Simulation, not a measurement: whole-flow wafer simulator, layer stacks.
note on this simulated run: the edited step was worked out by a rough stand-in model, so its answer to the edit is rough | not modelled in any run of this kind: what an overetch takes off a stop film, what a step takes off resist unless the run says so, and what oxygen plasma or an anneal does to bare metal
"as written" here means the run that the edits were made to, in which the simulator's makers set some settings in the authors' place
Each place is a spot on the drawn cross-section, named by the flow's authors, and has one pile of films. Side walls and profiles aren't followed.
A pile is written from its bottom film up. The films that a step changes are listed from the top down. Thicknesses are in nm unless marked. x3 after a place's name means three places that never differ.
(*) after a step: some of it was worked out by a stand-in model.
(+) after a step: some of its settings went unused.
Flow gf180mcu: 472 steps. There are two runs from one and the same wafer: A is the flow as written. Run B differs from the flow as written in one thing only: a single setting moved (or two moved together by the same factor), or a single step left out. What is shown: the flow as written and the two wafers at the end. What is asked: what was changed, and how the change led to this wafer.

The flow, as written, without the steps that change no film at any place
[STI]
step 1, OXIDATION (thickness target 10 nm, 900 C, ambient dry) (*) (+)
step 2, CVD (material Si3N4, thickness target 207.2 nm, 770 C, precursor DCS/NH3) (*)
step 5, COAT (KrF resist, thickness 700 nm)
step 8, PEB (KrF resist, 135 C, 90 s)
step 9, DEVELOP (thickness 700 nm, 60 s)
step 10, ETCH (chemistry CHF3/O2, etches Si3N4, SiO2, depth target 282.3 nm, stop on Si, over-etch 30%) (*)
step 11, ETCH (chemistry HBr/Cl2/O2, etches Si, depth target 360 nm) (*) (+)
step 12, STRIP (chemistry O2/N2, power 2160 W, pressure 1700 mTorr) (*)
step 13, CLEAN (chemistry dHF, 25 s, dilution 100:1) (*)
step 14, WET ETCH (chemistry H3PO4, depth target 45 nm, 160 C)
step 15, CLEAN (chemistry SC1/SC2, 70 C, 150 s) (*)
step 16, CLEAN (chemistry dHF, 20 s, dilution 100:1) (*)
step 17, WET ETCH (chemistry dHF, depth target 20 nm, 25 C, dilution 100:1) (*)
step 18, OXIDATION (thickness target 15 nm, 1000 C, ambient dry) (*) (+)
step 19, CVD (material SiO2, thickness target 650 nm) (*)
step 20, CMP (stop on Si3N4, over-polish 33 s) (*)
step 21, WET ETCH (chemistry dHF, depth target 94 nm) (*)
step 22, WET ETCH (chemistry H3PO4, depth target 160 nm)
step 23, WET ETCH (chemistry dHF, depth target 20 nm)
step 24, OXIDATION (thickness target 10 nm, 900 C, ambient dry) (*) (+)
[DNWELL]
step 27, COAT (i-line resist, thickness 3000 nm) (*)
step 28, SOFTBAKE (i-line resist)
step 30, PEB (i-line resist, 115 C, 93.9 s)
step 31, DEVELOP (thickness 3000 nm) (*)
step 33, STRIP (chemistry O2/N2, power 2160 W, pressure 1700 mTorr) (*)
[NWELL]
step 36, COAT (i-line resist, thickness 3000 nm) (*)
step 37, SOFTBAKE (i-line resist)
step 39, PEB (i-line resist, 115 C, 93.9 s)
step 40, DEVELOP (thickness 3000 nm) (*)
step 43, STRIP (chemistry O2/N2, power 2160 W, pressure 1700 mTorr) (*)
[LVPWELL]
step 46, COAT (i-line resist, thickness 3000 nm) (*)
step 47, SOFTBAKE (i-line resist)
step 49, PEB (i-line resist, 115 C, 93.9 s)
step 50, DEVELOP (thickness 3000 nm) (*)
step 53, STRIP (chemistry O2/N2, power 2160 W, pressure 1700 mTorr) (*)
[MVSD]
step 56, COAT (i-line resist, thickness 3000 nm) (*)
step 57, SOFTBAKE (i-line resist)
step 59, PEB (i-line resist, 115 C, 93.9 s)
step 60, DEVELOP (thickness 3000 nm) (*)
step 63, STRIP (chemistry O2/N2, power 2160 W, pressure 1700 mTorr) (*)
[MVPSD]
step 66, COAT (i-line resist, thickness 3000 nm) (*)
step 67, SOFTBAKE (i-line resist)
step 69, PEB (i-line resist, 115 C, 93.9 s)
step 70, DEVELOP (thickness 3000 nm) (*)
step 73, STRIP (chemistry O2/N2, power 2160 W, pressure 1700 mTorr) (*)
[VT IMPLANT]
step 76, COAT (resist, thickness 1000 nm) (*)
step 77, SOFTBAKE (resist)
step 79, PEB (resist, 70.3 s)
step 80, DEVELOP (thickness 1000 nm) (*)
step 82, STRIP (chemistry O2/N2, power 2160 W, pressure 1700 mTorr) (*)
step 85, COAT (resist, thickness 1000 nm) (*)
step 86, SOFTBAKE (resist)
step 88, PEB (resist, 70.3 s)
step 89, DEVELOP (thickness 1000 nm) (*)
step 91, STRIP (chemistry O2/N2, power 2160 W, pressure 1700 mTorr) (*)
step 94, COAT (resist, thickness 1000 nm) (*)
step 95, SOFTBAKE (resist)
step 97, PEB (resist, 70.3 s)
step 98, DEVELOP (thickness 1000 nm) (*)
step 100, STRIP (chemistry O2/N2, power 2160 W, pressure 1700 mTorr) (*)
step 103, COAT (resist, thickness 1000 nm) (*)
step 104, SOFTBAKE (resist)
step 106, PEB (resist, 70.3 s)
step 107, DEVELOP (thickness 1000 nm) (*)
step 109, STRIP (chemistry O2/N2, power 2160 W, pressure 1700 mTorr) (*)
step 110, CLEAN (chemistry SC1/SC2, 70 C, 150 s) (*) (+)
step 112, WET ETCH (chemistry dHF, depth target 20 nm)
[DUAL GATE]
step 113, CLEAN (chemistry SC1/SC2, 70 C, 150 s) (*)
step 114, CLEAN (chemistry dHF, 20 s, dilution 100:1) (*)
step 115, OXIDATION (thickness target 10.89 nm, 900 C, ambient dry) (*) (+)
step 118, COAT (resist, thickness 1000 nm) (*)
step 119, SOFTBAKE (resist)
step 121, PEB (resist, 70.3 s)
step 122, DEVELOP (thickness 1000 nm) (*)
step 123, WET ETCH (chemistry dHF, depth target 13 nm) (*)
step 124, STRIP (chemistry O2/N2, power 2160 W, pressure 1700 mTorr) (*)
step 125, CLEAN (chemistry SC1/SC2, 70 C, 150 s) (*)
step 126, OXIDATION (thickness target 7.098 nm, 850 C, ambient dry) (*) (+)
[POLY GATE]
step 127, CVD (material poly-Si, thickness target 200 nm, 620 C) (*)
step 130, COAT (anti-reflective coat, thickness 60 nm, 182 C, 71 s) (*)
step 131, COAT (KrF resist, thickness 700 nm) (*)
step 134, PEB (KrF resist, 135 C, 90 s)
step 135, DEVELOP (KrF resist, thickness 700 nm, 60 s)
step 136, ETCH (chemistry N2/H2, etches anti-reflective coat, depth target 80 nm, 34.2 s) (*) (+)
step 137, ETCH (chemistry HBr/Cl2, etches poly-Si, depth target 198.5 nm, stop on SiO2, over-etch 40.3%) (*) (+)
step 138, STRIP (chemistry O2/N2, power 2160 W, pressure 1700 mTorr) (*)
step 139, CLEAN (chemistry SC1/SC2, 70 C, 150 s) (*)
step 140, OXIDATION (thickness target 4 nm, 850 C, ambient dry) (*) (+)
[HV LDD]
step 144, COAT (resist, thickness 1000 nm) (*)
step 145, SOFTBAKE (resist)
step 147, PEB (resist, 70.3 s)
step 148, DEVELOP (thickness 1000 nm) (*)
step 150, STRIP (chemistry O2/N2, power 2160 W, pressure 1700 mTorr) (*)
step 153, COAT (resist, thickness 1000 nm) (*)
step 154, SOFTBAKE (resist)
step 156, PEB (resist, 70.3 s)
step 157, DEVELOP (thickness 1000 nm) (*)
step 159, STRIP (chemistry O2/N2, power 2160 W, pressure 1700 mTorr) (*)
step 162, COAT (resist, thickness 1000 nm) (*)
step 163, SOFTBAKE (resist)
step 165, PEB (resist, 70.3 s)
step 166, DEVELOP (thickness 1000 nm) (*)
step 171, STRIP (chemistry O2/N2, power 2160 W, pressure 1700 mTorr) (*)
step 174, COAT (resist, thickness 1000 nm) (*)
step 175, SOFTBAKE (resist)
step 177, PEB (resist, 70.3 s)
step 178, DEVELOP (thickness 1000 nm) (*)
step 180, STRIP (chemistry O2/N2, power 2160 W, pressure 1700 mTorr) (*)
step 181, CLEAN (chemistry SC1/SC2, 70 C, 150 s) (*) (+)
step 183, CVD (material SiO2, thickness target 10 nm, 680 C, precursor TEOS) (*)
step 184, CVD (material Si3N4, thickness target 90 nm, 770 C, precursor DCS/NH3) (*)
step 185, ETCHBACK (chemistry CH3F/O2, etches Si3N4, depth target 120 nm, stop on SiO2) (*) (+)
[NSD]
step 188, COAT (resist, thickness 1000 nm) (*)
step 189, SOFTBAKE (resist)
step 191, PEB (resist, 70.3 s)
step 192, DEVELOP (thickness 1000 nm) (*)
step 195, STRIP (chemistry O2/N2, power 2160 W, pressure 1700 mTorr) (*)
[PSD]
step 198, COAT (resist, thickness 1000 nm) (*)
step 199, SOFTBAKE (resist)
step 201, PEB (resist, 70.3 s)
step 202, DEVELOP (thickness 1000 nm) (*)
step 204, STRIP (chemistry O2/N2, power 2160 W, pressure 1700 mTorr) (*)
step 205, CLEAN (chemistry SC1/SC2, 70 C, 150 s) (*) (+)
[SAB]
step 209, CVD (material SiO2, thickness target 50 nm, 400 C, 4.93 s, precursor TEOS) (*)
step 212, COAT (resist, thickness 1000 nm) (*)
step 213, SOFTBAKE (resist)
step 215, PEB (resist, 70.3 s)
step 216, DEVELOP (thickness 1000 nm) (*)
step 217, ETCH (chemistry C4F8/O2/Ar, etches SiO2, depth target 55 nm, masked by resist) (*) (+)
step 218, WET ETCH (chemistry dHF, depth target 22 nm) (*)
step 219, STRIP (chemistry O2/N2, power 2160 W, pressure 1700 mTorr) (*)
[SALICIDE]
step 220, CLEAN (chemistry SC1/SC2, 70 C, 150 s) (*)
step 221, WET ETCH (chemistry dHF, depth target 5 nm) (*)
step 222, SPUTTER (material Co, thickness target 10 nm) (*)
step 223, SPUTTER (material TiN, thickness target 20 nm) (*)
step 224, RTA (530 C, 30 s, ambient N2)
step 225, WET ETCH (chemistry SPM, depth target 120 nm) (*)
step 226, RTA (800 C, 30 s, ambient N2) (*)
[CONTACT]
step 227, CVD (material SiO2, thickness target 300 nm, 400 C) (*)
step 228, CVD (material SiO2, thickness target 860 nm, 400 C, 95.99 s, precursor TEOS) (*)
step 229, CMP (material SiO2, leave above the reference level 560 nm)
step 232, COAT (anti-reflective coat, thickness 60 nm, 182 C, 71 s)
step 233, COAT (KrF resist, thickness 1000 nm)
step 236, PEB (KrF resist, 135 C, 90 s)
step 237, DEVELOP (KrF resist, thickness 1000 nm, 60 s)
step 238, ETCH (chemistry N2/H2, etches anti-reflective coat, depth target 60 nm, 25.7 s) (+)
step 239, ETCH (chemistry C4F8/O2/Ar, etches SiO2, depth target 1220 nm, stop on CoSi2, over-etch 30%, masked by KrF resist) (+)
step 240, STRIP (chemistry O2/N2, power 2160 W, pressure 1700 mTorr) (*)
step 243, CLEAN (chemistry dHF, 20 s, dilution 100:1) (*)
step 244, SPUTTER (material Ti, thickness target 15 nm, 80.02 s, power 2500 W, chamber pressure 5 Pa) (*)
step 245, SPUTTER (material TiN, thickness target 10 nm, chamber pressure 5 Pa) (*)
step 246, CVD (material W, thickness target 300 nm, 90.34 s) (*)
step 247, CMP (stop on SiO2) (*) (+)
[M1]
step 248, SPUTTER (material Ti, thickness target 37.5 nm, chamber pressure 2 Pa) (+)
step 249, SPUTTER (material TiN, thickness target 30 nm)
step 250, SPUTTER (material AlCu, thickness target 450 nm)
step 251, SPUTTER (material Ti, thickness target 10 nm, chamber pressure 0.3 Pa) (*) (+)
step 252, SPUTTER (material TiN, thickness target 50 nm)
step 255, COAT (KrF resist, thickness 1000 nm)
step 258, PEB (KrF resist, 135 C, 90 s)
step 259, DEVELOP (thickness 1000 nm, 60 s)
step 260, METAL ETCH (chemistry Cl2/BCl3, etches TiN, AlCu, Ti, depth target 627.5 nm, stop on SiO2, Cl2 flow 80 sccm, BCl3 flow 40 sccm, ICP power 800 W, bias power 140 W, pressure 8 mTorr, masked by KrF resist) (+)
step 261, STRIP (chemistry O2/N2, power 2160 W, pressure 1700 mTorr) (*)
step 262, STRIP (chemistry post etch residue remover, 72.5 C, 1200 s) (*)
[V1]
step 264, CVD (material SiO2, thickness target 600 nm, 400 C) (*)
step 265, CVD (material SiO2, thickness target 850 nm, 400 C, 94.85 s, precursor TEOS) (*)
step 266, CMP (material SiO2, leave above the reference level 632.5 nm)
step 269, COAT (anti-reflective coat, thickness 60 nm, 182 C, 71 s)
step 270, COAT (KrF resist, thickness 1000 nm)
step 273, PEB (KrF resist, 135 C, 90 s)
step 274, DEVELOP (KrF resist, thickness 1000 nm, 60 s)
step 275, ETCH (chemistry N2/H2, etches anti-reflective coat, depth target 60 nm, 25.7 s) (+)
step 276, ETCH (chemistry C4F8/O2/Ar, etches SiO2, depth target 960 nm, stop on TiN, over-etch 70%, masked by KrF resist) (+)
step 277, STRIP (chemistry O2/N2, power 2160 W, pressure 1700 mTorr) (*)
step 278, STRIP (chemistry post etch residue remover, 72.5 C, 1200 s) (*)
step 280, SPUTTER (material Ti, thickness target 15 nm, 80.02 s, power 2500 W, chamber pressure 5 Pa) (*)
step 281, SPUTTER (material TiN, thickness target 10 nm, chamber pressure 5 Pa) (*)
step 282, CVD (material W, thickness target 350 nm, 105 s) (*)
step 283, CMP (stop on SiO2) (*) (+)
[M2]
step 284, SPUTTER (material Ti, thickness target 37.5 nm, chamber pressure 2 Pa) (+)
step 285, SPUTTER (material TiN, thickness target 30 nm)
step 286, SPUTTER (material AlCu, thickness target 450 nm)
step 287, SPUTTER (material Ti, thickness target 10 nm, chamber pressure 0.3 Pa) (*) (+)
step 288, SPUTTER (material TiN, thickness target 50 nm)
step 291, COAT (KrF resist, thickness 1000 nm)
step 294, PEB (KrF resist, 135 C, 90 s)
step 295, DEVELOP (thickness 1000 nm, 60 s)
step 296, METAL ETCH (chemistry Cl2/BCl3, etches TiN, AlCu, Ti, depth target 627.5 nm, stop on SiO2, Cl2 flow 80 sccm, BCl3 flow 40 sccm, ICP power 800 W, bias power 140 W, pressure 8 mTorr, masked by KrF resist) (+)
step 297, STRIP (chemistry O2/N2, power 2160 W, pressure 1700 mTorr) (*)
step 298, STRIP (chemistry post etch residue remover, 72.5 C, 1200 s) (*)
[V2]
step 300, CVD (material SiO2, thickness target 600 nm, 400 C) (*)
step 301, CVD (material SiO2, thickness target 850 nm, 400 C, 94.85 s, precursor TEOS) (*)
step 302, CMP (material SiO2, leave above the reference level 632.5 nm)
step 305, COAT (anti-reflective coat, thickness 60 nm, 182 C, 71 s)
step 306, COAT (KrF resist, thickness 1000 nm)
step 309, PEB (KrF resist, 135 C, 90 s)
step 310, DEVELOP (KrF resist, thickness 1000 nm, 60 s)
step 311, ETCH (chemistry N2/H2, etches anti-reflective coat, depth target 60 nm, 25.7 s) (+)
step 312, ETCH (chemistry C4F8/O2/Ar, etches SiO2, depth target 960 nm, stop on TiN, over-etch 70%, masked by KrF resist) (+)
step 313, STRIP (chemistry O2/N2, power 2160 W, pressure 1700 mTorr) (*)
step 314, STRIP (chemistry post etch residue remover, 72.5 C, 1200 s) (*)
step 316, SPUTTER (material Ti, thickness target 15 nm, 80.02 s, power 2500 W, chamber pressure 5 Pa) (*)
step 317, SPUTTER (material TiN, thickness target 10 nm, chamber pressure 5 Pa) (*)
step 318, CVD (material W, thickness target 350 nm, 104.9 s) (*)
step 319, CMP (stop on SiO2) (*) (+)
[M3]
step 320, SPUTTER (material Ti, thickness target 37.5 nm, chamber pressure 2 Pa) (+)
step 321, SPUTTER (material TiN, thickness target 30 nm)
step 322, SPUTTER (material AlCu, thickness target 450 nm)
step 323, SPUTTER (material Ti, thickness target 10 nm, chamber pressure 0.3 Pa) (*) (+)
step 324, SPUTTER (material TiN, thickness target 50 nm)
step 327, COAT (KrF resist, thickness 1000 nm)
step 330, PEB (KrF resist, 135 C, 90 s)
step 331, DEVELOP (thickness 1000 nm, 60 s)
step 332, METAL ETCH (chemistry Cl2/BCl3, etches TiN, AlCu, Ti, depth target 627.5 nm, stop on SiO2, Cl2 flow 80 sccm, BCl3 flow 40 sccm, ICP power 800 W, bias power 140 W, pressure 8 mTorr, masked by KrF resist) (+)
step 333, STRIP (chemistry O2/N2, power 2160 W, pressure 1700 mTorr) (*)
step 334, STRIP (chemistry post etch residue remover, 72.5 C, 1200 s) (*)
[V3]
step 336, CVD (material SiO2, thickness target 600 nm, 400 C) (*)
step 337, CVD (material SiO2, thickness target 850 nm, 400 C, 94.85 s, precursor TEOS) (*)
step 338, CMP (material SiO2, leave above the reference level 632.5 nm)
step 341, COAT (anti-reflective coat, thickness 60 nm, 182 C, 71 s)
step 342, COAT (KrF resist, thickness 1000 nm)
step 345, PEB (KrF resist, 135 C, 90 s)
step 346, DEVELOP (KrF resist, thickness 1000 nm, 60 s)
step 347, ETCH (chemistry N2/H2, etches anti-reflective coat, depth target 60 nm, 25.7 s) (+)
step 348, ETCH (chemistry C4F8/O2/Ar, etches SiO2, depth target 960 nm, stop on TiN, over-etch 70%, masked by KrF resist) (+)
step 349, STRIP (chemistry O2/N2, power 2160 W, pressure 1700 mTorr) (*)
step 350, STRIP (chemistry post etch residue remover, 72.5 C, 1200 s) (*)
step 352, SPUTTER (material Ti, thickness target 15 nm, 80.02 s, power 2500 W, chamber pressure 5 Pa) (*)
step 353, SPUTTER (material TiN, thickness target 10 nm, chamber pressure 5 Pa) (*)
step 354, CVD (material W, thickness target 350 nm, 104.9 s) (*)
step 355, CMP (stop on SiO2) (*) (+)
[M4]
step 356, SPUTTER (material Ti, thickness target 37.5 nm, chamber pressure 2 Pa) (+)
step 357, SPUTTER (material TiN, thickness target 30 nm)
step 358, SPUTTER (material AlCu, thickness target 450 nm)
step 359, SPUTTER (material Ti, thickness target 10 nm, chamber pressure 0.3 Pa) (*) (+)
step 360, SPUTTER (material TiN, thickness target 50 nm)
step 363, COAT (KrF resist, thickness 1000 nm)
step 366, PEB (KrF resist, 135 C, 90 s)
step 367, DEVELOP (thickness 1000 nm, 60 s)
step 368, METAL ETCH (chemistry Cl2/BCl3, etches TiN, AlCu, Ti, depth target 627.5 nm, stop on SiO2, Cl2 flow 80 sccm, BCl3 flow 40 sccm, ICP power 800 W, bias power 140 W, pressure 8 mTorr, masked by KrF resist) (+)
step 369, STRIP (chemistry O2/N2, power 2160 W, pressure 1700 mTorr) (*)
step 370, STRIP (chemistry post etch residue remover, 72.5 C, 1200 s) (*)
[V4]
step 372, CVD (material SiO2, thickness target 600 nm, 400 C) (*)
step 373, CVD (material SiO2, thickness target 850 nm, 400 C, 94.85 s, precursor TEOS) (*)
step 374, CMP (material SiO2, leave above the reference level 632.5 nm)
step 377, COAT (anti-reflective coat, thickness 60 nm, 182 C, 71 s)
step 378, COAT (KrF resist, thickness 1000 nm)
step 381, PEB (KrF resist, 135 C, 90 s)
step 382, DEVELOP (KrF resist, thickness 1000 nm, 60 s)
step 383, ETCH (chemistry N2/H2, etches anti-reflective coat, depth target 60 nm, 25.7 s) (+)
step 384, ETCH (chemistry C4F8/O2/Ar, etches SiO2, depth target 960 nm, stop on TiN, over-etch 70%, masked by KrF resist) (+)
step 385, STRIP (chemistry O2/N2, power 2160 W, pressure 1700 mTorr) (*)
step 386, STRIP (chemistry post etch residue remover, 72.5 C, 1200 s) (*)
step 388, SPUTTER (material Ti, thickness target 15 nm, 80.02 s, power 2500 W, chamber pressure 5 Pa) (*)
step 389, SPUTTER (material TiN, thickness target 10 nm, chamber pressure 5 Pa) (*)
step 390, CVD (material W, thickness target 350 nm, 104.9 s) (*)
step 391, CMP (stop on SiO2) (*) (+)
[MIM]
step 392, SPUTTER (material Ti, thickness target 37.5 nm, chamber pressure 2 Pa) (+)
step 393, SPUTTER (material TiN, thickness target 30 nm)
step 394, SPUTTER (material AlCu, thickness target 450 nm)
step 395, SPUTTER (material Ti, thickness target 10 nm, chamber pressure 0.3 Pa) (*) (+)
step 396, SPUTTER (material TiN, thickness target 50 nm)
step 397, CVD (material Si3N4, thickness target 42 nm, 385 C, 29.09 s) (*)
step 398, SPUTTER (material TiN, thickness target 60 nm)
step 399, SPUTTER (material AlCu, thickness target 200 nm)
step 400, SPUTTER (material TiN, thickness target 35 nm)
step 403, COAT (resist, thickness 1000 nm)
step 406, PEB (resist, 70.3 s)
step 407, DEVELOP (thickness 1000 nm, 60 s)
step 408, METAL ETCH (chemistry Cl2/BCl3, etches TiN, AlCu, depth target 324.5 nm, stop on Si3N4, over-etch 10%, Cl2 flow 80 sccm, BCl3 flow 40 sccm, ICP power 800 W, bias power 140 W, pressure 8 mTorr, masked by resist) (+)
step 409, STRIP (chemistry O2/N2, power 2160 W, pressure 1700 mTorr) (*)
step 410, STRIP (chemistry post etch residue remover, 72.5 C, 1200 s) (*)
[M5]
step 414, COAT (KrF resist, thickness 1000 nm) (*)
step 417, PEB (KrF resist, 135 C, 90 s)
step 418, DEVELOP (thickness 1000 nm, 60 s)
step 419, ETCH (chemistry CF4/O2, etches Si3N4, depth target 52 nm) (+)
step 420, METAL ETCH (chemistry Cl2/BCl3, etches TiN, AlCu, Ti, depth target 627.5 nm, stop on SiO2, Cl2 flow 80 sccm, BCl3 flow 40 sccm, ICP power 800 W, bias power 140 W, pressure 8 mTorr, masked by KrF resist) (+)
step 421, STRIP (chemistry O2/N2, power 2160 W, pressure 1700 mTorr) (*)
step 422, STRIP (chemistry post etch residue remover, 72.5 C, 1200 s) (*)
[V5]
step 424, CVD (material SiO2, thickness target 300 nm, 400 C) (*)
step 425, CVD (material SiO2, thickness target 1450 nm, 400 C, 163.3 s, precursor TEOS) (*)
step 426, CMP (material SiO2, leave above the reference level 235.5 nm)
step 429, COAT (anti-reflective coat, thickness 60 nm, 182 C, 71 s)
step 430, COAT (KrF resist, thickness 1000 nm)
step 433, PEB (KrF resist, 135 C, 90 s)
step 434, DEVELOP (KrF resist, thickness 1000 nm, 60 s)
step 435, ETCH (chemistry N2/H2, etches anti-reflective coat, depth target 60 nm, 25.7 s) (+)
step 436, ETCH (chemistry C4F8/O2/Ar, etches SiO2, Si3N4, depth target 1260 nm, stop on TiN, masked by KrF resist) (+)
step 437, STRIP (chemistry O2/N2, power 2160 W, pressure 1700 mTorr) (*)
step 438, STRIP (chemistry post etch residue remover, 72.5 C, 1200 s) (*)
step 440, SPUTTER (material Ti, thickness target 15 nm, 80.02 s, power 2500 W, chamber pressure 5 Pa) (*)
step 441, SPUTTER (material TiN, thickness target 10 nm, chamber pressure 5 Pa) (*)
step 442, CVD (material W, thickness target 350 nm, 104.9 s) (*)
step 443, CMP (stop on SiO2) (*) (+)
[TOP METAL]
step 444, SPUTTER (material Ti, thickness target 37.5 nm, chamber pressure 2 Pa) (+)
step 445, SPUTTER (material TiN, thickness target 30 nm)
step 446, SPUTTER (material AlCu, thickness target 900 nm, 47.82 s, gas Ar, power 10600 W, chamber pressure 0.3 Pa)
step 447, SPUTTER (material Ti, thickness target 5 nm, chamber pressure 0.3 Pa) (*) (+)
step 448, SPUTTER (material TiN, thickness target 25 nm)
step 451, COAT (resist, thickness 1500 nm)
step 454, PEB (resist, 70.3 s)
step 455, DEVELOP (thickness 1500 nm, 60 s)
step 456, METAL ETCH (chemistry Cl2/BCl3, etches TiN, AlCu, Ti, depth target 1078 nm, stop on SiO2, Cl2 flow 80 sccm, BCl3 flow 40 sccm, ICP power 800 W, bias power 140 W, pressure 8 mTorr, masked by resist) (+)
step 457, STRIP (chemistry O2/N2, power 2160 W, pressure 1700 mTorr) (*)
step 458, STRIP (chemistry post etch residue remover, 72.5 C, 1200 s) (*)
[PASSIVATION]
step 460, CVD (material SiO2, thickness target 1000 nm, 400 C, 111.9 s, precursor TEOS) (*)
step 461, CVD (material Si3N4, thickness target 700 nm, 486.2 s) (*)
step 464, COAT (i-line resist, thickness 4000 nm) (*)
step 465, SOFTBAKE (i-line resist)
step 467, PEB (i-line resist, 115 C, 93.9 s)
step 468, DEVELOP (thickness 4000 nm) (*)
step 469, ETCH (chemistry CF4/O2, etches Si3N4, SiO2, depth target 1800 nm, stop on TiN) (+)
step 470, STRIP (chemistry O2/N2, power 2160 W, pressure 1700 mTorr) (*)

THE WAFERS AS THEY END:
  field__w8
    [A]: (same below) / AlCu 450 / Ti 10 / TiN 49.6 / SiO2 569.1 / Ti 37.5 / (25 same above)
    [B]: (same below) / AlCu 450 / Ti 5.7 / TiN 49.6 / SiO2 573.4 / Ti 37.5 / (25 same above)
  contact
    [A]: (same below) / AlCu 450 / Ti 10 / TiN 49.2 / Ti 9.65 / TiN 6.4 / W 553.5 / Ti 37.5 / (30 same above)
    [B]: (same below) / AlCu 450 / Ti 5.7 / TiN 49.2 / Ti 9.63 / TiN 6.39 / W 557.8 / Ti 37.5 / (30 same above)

The reason: step 287, SPUTTER: thickness target 5.7 nm was run, though the flow has thickness target 10 nm.
The wafer itself shows it: field__w8 has Ti 5.7, and step 287 as written asks for 10 nm.

Step by step, how the change led to this:
  step 287, SPUTTER (material Ti, thickness target 10 nm, chamber pressure 0.3 Pa) (*) (+)
      field, field__w1, field__w2 and 108 more: A +10 Ti (new film) | B +5.7 Ti (new film)
  step 296, METAL ETCH (chemistry Cl2/BCl3, etches TiN, AlCu, Ti, depth target 627.5 nm, stop on SiO2, Cl2 flow 80 sccm, BCl3 flow 40 sccm, ICP power 800 W, bias power 140 W, pressure 8 mTorr, masked by KrF resist) (+)
      field, field__w1, field__w2 and 103 more: A -50 TiN (all of it), -10 Ti (all of it), -450 AlCu (all of it), -30 TiN (all of it), -37.5 Ti (all of it) | B -50 TiN (all of it), -5.7 Ti (all of it), -450 AlCu (all of it), -30 TiN (all of it), -37.5 Ti (all of it)
